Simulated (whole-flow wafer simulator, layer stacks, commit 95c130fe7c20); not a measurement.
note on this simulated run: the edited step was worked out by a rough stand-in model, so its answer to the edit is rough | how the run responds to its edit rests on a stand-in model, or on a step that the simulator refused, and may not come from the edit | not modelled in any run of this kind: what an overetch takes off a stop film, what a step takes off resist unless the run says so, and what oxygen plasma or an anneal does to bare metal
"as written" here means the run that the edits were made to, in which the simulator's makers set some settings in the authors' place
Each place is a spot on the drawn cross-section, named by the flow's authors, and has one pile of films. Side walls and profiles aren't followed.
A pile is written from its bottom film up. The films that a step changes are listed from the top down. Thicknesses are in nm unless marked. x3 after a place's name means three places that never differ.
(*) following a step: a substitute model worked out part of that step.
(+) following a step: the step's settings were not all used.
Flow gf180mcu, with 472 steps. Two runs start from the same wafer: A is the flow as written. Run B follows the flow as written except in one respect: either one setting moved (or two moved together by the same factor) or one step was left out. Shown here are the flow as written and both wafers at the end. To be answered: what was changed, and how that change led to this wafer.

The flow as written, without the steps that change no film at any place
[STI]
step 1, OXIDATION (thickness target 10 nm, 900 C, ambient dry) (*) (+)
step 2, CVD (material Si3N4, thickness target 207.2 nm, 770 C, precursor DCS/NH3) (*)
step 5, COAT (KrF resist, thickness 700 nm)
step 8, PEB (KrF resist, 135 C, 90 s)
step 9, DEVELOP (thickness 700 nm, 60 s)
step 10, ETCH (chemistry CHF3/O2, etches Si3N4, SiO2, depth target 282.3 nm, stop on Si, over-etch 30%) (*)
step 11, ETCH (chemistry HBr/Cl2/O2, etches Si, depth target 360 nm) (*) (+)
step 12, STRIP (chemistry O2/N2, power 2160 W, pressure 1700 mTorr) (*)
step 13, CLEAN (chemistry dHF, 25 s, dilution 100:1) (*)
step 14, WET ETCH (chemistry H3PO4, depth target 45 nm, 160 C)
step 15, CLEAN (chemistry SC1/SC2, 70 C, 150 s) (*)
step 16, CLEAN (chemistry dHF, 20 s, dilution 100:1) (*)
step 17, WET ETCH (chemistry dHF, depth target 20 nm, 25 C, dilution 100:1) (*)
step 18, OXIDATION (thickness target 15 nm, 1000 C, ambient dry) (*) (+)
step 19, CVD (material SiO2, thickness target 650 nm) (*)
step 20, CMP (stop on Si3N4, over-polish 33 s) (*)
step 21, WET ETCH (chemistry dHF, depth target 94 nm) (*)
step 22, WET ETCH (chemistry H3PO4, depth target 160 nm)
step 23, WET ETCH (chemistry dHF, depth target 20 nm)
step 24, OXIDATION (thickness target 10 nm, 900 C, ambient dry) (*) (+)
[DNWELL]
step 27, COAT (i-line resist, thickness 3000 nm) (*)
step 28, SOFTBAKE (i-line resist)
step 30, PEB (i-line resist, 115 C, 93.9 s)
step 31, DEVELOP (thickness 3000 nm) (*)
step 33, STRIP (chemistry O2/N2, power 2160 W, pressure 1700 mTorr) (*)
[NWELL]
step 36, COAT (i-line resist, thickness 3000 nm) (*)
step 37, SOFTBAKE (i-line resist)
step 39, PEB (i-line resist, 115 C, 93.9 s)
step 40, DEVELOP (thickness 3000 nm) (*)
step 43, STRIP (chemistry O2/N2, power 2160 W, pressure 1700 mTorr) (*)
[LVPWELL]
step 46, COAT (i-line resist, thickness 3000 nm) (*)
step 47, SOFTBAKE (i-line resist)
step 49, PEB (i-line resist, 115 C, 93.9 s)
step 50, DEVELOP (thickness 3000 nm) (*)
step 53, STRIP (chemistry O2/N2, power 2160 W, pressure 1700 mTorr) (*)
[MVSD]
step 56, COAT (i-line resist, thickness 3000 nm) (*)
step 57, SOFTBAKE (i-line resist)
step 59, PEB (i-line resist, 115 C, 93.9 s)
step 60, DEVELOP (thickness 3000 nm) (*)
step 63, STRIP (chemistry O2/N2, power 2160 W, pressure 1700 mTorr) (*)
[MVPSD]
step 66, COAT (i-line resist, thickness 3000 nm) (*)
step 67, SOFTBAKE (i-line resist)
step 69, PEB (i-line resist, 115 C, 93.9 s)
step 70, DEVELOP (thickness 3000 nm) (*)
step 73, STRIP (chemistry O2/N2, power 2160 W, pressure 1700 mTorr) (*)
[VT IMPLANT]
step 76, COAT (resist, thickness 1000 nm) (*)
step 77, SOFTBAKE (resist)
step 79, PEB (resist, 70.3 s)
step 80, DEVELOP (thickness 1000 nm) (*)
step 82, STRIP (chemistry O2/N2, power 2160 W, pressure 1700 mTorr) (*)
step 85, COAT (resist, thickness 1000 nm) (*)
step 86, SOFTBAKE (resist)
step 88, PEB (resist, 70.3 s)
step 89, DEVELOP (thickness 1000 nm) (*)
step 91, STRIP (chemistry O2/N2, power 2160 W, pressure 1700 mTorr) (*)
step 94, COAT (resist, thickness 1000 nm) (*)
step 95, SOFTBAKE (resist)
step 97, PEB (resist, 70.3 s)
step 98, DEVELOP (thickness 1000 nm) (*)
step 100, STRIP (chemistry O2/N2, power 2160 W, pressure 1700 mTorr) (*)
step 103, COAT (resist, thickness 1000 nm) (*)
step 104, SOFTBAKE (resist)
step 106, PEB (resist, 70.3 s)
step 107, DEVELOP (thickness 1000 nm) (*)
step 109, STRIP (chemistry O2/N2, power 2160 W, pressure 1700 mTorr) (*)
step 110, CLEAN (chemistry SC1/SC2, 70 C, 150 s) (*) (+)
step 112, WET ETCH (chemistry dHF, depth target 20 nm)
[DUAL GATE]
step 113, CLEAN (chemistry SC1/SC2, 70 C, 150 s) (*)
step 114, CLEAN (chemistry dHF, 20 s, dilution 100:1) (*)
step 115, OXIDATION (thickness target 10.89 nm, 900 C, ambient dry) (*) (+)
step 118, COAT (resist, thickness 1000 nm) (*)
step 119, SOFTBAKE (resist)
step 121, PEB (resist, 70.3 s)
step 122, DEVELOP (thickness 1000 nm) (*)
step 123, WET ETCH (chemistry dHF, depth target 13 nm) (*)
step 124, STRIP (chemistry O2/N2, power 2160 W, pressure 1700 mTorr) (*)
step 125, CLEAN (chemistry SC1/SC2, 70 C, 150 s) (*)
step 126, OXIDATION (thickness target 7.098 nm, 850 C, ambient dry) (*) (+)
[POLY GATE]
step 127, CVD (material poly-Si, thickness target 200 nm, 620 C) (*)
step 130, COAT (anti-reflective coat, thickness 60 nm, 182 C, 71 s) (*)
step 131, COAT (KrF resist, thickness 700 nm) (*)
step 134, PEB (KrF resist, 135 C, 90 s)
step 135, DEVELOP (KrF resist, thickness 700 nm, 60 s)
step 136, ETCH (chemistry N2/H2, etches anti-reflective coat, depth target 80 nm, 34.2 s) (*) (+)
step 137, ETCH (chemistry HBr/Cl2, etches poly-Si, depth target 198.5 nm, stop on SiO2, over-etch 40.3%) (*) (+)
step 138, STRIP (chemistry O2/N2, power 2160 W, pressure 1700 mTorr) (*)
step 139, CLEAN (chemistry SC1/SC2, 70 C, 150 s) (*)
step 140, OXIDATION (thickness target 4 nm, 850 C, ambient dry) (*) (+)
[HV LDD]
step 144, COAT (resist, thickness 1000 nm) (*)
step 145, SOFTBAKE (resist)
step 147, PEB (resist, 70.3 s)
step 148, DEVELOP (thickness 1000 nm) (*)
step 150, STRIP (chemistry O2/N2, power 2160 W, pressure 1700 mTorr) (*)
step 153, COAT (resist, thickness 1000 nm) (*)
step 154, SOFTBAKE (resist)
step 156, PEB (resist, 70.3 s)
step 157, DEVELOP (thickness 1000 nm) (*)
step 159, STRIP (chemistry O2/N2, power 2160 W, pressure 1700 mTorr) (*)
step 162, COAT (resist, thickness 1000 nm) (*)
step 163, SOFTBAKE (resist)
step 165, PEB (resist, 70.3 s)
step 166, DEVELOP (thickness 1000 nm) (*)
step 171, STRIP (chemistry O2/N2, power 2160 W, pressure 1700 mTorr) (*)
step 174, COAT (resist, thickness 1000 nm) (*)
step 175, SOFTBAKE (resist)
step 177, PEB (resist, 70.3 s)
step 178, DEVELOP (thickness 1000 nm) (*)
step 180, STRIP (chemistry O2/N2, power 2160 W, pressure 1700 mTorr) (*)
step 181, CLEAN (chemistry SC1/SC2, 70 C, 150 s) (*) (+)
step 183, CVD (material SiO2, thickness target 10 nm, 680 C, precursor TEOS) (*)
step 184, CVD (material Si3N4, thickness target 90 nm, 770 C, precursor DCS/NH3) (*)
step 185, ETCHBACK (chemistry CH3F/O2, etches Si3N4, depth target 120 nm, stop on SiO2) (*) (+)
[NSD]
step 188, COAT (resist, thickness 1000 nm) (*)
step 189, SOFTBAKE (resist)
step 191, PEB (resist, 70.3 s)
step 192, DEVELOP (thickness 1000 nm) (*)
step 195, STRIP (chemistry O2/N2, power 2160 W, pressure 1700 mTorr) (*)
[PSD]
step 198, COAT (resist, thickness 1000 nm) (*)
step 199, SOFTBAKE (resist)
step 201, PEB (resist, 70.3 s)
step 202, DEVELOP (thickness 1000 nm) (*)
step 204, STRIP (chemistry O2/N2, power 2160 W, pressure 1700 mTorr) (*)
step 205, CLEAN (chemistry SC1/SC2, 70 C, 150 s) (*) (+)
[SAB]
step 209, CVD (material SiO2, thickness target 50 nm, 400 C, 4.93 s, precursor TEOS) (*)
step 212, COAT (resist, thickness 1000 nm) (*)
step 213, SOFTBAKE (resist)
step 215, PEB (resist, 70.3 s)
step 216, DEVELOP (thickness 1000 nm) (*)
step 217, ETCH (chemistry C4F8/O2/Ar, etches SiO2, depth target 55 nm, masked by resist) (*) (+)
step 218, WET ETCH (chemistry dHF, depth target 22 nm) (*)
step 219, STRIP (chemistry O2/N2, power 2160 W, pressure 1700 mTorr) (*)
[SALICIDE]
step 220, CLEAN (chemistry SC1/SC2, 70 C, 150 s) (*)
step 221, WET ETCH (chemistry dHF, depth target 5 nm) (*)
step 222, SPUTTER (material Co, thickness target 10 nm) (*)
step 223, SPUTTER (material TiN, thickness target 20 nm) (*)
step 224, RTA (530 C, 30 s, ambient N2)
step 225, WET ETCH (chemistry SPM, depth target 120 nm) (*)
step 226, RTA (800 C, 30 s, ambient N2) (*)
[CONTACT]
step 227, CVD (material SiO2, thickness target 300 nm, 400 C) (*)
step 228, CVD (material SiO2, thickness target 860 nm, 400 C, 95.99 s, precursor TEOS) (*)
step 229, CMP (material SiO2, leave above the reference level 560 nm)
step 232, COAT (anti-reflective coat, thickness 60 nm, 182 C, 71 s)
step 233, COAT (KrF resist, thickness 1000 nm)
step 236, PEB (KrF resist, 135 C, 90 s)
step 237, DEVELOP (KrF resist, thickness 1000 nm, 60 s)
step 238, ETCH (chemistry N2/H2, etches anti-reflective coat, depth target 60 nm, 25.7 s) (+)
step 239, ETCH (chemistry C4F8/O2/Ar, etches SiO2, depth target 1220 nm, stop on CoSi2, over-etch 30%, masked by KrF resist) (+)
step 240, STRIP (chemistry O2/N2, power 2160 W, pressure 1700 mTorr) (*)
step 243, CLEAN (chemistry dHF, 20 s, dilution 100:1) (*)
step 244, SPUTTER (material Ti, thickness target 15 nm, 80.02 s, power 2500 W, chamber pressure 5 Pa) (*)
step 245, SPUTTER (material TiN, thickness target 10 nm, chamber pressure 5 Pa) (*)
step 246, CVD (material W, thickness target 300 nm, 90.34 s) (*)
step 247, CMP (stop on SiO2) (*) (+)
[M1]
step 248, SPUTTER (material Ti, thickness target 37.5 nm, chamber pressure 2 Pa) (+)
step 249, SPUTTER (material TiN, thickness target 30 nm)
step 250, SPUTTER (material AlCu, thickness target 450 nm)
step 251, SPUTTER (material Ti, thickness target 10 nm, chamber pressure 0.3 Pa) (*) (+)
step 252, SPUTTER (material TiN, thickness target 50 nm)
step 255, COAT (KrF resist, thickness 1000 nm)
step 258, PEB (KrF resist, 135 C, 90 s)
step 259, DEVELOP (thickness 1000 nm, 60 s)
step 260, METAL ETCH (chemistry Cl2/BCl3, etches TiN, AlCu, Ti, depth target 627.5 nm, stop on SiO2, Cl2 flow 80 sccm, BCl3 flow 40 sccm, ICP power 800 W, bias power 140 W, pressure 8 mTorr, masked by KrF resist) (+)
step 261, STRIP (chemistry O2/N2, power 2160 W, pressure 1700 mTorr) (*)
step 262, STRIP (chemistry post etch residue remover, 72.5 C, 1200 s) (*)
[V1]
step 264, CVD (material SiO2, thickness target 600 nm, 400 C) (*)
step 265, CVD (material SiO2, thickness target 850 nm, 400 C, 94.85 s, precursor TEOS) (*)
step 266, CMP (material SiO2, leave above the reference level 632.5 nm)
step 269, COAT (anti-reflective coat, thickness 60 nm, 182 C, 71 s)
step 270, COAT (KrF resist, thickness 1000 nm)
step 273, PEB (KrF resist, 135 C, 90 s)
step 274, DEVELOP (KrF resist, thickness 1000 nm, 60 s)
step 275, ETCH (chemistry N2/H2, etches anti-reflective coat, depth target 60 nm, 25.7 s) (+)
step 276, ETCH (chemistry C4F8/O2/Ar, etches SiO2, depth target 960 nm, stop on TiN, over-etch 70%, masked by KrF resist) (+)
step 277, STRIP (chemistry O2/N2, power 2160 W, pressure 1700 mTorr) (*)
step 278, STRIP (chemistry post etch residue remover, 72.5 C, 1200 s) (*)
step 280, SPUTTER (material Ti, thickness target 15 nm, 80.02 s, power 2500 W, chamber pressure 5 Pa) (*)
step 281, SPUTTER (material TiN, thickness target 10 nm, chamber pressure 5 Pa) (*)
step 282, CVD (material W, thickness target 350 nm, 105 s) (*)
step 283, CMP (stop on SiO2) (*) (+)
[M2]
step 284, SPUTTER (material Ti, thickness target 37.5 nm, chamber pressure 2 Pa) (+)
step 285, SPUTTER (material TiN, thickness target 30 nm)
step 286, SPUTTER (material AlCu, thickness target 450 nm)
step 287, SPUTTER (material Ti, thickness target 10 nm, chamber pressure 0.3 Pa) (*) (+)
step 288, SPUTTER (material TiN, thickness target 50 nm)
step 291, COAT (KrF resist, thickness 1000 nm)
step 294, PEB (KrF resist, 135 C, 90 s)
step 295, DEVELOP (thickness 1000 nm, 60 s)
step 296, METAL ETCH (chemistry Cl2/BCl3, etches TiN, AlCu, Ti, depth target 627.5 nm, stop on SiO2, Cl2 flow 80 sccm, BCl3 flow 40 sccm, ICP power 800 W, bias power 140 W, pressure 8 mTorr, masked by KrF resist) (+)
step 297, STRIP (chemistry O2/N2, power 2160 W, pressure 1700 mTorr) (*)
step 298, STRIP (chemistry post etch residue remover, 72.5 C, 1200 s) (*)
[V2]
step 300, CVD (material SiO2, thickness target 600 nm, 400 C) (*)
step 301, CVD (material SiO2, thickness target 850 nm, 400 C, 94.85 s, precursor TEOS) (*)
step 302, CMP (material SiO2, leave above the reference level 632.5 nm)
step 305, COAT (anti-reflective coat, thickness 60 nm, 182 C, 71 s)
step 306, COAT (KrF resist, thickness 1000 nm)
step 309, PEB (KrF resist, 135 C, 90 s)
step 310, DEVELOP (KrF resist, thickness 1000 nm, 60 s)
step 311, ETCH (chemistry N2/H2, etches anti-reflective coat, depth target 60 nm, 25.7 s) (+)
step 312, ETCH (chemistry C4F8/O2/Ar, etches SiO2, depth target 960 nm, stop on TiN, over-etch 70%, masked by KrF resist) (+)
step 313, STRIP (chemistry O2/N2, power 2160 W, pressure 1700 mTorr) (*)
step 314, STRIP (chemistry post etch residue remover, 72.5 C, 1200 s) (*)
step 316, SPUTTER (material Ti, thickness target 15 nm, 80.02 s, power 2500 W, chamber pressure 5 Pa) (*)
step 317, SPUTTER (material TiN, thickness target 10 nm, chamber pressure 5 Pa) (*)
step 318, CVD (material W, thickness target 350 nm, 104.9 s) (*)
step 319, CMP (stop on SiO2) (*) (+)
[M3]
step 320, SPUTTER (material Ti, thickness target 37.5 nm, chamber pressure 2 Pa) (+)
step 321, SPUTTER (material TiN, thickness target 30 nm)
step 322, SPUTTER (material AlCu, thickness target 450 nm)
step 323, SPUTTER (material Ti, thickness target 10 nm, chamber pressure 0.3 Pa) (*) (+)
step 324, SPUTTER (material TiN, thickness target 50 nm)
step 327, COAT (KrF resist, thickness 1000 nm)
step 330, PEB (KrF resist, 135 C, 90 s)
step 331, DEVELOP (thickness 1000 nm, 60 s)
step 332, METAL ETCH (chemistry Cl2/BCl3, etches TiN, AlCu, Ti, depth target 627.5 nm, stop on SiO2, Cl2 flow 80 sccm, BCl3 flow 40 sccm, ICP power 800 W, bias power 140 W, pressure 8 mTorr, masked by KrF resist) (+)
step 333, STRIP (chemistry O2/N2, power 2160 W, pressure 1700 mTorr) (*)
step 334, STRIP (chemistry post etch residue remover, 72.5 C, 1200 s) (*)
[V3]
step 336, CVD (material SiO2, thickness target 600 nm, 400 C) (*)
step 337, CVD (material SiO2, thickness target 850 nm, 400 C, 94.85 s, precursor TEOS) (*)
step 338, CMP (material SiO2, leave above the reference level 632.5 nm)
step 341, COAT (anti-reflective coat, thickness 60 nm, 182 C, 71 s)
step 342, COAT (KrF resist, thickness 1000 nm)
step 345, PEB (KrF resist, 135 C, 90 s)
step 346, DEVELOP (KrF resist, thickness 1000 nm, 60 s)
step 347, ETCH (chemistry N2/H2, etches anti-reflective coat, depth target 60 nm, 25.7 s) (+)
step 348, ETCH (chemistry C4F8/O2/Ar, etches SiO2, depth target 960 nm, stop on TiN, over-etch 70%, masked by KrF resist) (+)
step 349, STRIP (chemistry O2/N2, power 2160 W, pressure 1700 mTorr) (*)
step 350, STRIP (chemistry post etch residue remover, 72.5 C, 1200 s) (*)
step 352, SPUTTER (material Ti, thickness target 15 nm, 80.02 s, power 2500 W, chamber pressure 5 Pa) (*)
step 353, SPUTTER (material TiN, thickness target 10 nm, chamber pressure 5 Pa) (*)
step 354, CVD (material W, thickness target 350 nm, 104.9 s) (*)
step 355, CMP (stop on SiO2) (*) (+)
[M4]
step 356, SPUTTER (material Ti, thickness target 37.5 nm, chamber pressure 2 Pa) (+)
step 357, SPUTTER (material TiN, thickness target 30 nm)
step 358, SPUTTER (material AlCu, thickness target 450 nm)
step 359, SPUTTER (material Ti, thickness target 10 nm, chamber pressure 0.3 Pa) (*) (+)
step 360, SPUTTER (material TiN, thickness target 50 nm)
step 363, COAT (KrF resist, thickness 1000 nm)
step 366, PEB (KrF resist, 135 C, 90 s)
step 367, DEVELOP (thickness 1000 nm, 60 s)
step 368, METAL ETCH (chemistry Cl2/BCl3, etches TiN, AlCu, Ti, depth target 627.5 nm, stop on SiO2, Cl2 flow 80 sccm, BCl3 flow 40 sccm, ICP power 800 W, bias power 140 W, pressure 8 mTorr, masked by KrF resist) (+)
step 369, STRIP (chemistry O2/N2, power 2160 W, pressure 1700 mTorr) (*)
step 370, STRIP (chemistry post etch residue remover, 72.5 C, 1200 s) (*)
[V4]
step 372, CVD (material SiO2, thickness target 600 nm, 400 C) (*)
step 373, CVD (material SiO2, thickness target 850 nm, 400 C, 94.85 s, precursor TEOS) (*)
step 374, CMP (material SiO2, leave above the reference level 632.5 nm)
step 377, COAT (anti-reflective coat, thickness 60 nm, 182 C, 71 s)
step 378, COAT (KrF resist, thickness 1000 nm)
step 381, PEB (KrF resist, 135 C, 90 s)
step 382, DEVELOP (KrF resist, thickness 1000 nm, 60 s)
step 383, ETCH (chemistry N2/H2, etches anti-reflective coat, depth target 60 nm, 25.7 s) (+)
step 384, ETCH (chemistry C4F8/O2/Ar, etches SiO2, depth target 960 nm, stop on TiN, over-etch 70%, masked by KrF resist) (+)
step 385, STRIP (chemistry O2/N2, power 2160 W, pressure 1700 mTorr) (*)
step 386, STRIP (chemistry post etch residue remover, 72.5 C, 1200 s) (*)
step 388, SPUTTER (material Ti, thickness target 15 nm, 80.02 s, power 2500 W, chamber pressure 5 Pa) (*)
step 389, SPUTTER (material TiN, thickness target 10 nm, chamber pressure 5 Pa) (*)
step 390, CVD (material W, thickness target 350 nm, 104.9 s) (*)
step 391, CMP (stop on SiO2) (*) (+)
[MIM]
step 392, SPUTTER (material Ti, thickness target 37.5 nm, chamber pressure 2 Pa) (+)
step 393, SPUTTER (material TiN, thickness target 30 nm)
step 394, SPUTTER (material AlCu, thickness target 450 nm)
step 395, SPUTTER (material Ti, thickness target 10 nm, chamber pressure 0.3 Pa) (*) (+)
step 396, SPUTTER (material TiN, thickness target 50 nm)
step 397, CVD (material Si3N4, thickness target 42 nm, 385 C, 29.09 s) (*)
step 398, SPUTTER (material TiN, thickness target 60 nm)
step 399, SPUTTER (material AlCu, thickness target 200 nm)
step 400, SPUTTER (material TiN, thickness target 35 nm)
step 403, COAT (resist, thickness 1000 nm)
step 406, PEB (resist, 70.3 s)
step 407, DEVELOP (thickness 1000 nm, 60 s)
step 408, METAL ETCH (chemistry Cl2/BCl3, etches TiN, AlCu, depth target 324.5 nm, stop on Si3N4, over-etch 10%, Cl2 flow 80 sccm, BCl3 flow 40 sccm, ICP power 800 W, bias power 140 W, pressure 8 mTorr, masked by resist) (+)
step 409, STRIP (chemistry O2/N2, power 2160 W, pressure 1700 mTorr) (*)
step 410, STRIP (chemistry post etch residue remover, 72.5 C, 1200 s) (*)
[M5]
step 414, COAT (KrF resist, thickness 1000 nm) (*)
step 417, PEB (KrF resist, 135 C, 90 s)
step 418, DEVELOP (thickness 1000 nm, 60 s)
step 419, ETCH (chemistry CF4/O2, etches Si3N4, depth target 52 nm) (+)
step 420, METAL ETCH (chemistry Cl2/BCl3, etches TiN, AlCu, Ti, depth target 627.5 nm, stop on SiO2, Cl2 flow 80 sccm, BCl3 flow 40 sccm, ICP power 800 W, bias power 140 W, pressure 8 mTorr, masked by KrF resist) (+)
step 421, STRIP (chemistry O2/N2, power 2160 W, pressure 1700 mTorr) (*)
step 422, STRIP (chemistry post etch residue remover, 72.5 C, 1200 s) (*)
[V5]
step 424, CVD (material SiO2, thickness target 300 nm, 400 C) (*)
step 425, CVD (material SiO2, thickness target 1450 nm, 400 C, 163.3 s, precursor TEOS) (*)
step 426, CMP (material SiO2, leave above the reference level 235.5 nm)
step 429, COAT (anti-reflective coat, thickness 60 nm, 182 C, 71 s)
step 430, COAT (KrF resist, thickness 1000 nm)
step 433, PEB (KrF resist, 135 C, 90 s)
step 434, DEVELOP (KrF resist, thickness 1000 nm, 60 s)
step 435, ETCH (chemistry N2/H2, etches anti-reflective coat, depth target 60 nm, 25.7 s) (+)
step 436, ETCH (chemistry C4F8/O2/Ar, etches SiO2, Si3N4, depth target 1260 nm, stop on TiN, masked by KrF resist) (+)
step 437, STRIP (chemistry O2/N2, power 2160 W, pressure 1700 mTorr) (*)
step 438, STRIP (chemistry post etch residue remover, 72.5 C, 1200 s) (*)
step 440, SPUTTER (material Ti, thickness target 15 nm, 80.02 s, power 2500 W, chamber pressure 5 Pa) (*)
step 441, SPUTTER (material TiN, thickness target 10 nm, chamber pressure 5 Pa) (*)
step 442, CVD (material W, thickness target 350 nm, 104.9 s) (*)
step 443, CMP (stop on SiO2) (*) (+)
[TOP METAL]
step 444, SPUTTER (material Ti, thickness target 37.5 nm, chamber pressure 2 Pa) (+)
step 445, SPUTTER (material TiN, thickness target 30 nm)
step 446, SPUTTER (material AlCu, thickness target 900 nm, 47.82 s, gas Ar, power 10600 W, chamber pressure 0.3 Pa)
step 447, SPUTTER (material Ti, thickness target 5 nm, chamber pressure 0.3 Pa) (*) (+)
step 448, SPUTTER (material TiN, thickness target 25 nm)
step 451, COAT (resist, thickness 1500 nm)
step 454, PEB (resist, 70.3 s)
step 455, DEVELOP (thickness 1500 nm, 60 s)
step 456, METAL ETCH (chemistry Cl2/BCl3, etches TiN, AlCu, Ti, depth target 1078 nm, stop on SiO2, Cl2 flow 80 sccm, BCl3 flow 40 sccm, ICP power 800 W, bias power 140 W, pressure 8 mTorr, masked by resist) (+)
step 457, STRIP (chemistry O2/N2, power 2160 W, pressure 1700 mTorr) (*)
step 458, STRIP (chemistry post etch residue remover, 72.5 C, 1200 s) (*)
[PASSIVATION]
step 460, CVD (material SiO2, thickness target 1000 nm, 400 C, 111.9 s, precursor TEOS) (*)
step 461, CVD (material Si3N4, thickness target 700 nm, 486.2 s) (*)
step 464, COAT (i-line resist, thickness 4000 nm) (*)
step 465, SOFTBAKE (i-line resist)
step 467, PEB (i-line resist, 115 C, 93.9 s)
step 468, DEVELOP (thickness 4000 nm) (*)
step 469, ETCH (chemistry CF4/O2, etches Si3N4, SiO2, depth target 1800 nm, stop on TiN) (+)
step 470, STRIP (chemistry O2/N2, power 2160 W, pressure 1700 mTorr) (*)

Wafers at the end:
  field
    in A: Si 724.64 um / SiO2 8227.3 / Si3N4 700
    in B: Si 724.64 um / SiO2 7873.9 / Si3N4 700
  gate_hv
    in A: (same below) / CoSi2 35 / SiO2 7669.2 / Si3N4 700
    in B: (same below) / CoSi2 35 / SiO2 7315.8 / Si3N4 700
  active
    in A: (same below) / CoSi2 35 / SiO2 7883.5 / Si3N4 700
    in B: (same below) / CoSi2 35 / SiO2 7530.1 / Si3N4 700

What caused this: step 460, CVD: thickness target 640 nm was run, though the flow has thickness target 1000 nm; step 460, CVD: 71.65 s was run, where the flow has 111.9 s.

How this came from the change, step by step:
  step 460, CVD (material SiO2, thickness target 1000 nm, 400 C, 111.9 s, precursor TEOS) (*)
      field, field__w1, field__w2 and 103 more: A SiO2 gains 1000 | B SiO2 gains 646.6
      field__w8, contact, m1, m1__w1, pad, m1_nw: A SiO2 gains 1000 (new film) | B SiO2 gains 646.6 (new film)
  step 465, SOFTBAKE (i-line resist)
      gate: A i-line resist gains 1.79 | B i-line resist loses 0.33
      ld_acc_p, ld_fp_p, ld_drift_p: A i-line resist gains 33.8 | B i-line resist gains 27
      (also at 57 further places)
  step 469, ETCH (chemistry CF4/O2, etches Si3N4, SiO2, depth target 1800 nm, stop on TiN) (+)
      pad: A Si3N4 loses 700 (all of it), SiO2 loses 1000 (all of it) | B Si3N4 loses 700 (all of it), SiO2 loses 646.6 (all of it)
